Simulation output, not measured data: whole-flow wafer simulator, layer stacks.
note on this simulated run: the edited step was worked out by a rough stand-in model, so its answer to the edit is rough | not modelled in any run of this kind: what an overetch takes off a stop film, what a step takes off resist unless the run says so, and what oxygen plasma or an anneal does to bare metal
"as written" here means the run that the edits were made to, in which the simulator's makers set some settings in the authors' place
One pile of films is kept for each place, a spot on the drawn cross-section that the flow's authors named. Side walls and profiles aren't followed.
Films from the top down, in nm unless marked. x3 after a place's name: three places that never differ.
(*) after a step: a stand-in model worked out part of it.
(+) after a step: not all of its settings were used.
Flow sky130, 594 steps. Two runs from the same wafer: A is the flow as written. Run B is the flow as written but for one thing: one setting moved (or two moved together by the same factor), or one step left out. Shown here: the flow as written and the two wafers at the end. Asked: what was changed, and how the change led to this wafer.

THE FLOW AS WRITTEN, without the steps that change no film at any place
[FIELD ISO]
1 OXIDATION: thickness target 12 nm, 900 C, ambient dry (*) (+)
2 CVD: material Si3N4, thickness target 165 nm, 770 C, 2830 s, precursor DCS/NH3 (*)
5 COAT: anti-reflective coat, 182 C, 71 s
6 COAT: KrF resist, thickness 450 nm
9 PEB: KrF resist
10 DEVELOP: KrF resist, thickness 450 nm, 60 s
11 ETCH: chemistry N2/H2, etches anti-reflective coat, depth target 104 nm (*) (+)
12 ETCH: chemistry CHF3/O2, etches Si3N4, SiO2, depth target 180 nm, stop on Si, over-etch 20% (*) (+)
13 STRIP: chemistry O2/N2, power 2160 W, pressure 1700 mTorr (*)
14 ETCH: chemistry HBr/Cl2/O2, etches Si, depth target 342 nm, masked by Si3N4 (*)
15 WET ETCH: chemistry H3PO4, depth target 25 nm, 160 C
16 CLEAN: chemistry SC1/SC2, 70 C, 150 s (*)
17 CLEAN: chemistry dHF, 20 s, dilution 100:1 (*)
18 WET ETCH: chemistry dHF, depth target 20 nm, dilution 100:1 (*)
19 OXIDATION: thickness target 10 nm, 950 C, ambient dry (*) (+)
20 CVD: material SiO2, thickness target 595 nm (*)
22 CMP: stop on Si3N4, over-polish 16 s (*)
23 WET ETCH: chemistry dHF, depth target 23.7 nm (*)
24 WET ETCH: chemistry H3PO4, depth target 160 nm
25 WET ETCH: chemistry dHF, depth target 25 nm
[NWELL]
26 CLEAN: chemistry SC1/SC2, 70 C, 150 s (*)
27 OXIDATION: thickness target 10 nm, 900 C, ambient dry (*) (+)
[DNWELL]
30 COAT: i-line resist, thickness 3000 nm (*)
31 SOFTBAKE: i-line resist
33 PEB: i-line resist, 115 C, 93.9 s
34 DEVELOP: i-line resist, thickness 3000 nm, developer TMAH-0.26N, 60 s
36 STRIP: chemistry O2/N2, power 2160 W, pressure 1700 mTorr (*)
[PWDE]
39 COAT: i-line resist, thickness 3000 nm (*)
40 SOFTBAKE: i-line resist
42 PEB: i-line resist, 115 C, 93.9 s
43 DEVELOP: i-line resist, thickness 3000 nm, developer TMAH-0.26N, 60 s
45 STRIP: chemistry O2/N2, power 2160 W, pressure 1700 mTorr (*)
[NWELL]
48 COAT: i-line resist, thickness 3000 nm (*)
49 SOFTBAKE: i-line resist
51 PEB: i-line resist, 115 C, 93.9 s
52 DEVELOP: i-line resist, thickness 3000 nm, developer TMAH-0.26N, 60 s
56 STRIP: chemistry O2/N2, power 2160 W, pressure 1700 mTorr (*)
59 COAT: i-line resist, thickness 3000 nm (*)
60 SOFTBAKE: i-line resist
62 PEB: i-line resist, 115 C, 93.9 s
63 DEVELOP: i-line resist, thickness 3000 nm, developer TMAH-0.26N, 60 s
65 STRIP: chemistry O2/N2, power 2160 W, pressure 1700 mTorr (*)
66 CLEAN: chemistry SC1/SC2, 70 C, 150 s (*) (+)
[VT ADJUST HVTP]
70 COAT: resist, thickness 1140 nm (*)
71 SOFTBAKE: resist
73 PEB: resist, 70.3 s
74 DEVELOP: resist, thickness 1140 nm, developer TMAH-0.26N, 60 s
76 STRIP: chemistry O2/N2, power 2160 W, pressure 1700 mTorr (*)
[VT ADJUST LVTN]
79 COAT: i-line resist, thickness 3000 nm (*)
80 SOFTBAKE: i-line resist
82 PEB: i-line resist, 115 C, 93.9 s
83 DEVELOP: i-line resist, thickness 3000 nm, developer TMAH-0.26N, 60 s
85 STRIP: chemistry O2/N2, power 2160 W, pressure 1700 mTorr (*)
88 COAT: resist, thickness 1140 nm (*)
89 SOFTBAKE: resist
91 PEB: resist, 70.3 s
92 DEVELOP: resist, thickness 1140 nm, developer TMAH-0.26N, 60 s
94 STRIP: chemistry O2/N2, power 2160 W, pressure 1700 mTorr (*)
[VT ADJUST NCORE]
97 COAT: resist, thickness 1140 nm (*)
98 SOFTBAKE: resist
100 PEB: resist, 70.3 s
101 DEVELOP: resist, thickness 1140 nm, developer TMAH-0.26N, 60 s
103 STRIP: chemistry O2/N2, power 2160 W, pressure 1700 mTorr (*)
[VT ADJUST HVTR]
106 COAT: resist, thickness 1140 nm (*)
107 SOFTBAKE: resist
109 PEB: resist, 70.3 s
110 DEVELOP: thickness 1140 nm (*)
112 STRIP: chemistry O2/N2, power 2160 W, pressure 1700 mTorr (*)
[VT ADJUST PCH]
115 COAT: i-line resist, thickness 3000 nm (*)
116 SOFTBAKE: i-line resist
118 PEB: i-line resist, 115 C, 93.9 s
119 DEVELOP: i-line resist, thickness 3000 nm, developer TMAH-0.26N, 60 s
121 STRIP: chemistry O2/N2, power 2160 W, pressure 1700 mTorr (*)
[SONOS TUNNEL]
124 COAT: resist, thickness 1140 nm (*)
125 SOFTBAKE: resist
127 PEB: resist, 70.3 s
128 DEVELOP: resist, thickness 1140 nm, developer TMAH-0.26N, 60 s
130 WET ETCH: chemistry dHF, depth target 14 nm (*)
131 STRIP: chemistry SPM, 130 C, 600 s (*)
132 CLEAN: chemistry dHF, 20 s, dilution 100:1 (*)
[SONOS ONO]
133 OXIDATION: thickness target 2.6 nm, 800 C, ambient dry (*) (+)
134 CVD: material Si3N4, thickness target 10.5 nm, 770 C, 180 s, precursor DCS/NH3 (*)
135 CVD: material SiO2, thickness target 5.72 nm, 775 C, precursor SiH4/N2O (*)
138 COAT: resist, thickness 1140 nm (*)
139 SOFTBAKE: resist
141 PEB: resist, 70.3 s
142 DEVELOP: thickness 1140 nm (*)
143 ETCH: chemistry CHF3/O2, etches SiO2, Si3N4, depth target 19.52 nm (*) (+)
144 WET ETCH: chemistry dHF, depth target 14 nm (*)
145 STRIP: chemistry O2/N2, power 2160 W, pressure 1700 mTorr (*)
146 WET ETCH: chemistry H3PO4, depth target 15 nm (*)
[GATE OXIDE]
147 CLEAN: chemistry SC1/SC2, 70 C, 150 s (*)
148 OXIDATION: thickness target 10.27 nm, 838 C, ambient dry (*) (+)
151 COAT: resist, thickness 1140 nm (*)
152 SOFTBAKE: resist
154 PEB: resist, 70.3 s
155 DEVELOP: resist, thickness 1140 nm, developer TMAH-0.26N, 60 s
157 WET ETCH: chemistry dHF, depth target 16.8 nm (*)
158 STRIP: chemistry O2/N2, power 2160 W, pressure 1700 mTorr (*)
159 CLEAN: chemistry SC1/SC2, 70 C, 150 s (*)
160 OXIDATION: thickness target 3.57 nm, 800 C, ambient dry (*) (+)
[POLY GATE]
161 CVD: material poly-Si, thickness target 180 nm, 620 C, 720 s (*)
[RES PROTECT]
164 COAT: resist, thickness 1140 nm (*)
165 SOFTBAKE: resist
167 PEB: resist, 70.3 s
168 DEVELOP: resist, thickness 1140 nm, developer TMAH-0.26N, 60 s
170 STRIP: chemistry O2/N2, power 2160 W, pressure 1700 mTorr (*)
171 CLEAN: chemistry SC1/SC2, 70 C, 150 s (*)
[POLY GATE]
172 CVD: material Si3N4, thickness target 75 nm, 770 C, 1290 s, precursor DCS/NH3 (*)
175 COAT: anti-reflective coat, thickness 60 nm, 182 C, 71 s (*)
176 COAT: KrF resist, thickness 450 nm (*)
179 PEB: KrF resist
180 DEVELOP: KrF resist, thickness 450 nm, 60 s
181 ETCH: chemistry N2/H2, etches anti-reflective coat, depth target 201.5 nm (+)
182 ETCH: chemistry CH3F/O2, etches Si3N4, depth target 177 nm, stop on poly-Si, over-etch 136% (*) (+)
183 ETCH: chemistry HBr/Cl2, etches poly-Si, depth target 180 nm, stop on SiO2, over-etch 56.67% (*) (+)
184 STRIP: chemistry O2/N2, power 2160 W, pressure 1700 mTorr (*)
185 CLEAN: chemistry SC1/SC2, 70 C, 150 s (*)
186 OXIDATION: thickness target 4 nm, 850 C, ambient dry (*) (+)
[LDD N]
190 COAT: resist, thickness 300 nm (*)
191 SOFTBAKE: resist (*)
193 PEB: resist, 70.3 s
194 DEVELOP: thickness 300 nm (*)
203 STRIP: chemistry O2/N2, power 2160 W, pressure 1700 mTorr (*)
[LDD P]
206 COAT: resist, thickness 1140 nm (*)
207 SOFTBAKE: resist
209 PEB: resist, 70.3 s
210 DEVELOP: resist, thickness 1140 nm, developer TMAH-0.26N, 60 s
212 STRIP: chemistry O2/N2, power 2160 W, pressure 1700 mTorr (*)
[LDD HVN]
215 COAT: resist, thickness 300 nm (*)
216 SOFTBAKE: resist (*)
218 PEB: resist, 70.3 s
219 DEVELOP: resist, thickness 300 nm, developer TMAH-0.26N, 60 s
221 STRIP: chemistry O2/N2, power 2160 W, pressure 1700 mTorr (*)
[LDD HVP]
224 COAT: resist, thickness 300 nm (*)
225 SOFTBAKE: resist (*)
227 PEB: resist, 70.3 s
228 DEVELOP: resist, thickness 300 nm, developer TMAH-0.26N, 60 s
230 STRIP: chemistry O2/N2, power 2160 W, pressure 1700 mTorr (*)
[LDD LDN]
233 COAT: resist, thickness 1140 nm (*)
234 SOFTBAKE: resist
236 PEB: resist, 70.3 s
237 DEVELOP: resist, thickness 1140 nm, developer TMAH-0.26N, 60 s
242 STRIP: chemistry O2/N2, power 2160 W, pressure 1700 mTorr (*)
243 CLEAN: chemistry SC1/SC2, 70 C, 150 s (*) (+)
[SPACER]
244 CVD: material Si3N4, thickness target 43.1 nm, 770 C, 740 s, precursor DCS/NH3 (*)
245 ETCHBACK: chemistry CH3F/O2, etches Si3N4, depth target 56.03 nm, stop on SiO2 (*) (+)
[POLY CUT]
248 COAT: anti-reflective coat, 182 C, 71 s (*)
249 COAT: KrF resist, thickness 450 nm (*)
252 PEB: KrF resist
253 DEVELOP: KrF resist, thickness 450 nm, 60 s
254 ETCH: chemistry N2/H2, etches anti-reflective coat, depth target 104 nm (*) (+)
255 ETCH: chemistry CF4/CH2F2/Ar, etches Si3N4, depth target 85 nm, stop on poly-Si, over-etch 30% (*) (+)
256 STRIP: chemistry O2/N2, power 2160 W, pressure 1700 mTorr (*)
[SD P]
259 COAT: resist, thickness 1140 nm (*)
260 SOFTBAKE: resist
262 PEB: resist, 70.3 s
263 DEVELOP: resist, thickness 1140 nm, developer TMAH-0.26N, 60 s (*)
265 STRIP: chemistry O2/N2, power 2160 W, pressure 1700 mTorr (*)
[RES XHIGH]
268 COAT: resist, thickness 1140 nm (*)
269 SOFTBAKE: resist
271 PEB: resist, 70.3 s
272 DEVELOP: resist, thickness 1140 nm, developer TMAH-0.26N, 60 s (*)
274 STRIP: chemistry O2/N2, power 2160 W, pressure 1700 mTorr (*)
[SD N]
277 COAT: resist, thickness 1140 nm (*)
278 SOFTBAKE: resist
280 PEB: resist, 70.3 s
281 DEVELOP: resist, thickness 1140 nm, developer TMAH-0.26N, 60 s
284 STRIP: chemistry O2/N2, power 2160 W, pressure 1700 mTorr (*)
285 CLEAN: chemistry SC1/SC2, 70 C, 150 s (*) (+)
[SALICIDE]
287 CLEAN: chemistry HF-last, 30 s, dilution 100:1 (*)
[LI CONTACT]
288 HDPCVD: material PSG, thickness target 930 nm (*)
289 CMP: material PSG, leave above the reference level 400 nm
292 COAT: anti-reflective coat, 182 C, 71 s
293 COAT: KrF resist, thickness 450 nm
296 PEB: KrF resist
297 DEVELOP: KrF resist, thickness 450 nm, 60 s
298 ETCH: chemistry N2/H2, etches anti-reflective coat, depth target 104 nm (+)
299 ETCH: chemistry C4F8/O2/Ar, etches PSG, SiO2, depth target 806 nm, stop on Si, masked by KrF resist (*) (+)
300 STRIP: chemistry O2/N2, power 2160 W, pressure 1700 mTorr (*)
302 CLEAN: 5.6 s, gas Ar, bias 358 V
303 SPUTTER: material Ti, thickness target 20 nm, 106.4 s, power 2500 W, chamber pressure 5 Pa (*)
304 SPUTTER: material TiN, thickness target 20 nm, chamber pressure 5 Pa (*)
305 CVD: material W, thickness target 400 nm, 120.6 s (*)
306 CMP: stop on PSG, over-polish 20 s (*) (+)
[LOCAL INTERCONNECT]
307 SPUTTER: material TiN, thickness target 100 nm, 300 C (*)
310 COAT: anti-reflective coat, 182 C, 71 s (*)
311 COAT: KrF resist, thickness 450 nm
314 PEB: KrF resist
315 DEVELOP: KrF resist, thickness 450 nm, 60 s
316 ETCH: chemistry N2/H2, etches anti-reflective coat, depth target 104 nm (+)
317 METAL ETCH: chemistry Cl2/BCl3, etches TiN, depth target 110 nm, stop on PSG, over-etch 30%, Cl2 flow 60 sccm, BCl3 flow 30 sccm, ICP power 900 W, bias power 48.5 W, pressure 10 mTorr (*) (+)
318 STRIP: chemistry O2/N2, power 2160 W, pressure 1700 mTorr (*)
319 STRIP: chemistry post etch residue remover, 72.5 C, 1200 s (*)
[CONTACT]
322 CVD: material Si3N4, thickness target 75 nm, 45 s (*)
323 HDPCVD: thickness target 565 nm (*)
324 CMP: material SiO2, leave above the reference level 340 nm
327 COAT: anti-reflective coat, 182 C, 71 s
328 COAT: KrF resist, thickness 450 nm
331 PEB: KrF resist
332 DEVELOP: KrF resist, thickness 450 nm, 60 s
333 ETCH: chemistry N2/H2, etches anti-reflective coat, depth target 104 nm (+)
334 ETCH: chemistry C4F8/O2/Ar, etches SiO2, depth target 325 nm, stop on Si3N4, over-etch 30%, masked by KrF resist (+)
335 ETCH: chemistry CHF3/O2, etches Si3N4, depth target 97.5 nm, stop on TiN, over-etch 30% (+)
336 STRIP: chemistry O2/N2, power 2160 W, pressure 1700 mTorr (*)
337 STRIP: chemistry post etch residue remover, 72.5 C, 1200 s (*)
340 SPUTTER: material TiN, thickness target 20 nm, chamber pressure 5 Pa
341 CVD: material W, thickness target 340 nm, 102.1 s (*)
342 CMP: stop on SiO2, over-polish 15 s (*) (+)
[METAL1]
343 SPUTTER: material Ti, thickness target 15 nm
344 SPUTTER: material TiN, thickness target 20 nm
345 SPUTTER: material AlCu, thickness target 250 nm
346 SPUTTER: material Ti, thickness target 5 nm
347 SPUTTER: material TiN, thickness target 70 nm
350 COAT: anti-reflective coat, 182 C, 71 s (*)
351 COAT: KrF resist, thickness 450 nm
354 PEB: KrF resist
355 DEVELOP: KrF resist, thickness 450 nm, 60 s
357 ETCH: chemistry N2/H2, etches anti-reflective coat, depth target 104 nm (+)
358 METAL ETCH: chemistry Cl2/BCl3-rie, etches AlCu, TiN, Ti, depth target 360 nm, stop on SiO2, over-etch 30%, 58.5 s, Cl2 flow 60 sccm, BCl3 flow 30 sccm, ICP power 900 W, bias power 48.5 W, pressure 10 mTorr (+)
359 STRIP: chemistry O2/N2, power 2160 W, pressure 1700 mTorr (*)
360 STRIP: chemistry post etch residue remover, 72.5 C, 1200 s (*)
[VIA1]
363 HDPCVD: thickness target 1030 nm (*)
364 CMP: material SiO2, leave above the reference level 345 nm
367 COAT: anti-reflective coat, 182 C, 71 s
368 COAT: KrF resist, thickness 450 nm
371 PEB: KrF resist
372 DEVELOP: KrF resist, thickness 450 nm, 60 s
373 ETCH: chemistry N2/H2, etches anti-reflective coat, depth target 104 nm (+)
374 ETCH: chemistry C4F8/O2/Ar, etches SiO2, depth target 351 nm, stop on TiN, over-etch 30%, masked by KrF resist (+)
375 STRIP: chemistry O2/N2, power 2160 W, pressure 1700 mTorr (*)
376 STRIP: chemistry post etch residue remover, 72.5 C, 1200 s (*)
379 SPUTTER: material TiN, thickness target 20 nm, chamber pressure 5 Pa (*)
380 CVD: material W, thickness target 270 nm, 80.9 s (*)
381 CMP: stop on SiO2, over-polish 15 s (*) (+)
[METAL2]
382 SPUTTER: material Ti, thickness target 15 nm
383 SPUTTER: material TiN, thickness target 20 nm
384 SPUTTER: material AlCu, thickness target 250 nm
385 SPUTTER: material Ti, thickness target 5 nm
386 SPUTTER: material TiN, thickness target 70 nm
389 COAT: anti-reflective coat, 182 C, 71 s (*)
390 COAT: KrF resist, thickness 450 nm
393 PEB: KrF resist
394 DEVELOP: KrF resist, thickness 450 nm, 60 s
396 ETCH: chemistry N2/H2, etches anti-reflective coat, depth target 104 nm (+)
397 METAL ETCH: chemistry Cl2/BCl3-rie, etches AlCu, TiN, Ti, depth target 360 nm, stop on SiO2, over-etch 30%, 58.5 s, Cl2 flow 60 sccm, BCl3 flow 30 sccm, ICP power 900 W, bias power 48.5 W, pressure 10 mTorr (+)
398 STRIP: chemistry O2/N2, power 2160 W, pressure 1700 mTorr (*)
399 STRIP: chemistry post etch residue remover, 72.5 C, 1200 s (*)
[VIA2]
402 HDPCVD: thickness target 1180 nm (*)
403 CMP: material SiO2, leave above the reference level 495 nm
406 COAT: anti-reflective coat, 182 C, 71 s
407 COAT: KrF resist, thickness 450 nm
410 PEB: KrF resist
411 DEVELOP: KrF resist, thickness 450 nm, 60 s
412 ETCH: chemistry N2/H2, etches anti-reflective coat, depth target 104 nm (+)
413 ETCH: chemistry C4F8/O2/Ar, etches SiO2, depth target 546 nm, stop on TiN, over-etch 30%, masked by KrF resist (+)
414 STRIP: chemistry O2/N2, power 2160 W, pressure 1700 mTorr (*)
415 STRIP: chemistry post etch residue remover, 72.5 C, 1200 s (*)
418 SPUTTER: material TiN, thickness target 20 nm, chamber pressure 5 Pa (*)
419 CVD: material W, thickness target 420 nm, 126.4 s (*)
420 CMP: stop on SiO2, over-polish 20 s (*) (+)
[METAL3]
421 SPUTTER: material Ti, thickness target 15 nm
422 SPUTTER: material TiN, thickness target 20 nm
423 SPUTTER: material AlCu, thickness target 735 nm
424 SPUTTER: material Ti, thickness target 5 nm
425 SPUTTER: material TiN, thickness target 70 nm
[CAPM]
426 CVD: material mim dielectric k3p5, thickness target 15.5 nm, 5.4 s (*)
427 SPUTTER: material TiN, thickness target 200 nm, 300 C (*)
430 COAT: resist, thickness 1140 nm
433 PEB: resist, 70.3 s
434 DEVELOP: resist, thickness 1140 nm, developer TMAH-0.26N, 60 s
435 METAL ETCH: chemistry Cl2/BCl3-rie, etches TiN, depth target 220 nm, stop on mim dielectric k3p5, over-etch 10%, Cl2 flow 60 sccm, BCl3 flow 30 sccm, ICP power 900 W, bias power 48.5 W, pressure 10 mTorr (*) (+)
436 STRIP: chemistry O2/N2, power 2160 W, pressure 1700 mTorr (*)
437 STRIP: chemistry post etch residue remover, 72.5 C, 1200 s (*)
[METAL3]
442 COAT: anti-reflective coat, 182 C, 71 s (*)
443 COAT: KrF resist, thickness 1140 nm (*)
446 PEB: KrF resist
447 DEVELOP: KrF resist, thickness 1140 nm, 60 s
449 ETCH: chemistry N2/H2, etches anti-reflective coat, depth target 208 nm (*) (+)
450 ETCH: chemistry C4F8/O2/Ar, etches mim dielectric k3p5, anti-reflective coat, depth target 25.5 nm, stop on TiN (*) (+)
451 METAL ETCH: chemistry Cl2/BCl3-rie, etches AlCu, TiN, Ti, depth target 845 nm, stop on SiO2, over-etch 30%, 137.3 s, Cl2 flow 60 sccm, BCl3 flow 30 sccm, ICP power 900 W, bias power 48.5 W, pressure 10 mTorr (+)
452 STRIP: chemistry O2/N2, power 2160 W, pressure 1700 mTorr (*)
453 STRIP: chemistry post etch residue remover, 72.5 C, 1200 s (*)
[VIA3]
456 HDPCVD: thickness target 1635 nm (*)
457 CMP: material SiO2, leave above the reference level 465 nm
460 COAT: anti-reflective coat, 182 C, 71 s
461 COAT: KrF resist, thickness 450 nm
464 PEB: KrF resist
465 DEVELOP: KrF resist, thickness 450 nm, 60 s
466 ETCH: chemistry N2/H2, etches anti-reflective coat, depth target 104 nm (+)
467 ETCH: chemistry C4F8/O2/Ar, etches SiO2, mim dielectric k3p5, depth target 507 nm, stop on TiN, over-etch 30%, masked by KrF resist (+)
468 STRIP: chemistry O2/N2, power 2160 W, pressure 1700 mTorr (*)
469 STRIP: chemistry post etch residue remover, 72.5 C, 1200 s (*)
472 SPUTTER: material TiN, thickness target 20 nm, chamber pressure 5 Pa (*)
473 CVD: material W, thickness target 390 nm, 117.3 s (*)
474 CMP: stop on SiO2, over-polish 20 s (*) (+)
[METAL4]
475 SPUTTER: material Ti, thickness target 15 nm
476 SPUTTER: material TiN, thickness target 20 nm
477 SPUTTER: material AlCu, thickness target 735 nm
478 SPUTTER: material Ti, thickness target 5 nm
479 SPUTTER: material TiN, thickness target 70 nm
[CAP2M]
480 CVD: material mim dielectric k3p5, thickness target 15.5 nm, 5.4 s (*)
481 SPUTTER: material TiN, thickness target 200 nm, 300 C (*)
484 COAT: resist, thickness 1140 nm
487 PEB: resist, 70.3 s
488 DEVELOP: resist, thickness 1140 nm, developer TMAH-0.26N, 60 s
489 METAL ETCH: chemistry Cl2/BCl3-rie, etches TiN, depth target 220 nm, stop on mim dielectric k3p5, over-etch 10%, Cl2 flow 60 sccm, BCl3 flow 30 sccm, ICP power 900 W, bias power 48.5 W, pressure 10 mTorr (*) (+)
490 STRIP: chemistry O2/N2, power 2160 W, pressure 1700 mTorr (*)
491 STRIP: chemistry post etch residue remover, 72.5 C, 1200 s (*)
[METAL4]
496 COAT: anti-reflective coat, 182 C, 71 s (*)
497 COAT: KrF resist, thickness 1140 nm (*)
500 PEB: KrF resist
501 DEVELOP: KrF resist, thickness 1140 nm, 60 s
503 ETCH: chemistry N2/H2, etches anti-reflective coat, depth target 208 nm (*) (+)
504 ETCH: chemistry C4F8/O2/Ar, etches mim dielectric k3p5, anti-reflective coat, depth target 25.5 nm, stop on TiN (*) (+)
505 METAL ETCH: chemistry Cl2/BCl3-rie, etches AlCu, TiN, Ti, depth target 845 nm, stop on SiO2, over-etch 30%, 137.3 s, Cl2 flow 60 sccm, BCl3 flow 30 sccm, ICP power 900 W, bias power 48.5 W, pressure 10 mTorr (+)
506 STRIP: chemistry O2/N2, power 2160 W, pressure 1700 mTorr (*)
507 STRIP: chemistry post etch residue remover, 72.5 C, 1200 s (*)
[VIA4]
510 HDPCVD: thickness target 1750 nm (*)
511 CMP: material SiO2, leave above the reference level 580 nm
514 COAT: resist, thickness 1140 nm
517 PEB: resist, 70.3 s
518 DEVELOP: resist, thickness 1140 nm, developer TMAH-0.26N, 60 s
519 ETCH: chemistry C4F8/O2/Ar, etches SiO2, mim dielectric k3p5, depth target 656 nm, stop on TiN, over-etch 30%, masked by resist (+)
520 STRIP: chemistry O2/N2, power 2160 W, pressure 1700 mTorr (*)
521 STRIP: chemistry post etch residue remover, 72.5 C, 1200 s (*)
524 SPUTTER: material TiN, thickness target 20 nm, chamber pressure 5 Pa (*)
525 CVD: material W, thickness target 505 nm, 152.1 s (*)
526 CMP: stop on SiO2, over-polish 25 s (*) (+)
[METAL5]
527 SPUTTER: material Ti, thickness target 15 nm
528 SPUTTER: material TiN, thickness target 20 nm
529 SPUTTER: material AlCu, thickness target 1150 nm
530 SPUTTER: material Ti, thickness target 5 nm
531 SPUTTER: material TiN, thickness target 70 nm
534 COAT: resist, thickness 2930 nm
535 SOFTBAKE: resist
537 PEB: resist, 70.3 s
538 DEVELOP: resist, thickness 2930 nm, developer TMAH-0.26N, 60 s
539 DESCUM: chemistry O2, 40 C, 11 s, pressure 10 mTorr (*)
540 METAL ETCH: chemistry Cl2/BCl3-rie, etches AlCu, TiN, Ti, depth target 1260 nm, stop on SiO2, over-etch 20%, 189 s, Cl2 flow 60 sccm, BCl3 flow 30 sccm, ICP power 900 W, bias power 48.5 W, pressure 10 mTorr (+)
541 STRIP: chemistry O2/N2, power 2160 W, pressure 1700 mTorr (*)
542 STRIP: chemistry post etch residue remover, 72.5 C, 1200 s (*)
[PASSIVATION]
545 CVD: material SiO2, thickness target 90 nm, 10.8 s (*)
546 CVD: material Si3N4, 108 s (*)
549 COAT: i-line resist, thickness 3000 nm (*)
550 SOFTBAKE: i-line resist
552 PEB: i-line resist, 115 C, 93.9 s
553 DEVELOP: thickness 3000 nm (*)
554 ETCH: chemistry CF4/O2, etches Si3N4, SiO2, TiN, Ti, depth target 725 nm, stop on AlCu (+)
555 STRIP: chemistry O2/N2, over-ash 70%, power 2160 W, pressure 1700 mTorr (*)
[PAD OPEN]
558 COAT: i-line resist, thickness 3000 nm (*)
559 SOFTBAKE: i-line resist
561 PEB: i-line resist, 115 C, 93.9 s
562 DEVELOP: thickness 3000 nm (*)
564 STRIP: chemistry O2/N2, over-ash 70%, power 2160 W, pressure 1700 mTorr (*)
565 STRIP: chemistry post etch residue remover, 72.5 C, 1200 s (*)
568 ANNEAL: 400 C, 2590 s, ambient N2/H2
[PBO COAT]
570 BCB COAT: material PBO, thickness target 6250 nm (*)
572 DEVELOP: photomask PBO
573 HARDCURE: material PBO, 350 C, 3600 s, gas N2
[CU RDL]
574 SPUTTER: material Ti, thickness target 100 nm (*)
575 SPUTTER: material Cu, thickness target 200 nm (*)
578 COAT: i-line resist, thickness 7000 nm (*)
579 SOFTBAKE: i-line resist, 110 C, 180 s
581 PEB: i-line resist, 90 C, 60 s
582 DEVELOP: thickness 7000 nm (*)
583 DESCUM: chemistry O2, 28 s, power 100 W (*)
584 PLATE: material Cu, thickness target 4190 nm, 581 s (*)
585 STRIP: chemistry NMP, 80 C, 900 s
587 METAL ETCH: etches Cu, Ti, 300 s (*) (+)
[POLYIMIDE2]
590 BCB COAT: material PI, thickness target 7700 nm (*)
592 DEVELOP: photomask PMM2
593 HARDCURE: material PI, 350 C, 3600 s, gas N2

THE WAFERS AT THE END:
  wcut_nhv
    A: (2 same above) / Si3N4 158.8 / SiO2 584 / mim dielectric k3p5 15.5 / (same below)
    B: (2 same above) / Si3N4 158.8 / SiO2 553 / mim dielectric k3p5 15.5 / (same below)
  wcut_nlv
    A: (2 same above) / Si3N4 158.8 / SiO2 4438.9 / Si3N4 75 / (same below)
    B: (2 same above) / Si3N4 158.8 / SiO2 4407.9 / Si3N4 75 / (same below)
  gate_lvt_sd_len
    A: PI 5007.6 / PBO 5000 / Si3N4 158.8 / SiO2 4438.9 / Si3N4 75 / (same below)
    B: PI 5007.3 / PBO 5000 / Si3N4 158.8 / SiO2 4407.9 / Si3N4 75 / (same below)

The cause: step 545, CVD: thickness target 67.5 nm was run, where the flow has thickness target 90 nm; step 545, CVD: 8.1 s was run, where the flow has 10.8 s.

How the change led to this, step by step:
  545 CVD: material SiO2, thickness target 90 nm, 10.8 s (*)
      field, active, gate and 175 more: A SiO2 +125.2 | B SiO2 +94.2
      n_well, p_well, sd_n and 12 more: A SiO2 +125.2 (new film) | B SiO2 +94.2 (new film)
  550 SOFTBAKE: i-line resist
      active: A i-line resist +12 | B i-line resist +11.4
      spacer: A i-line resist -97.5 | B i-line resist -93
      (and at 48 more places)
  554 ETCH: chemistry CF4/O2, etches Si3N4, SiO2, TiN, Ti, depth target 725 nm, stop on AlCu (+)
      field, active, n_well and 189 more: A i-line resist -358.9 | B i-line resist -327.9
      pad: A Si3N4 -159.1 (all of it), SiO2 -125.2 (all of it), TiN -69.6 (all of it), Ti -5 (all of it) | B Si3N4 -159.1 (all of it), SiO2 -94.2 (all of it), TiN -69.6 (all of it), Ti -5 (all of it)
  555 STRIP: chemistry O2/N2, over-ash 70%, power 2160 W, pressure 1700 mTorr (*)
      n_well, p_well, sd_n, sd_p: A i-line resist -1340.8 (all of it) | B i-line resist -1371.8 (all of it)
      m1: A i-line resist -1364.1 (all of it) | B i-line resist -1394 (all of it)
      (and at 6 more places)
  559 SOFTBAKE: i-line resist
      field: A i-line resist +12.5 | B i-line resist +11.9
      active: A i-line resist +12 | B i-line resist +11.4
      (and at 54 more places)
  578 COAT: i-line resist, thickness 7000 nm (*)
      pad: A i-line resist +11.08 um (new film) | B i-line resist +11.05 um (new film)
  579 SOFTBAKE: i-line resist, 110 C, 180 s
      ndiff_licon_rim, ndiff_licon: A i-line resist -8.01 | B i-line resist -7.45
      drift_dnw: A i-line resist -7.41 | B i-line resist -6.89
      (and at 4 more places)
  582 DEVELOP: thickness 7000 nm (*)
      pad: A i-line resist -11.08 um (all of it) | B i-line resist -11.05 um (all of it)
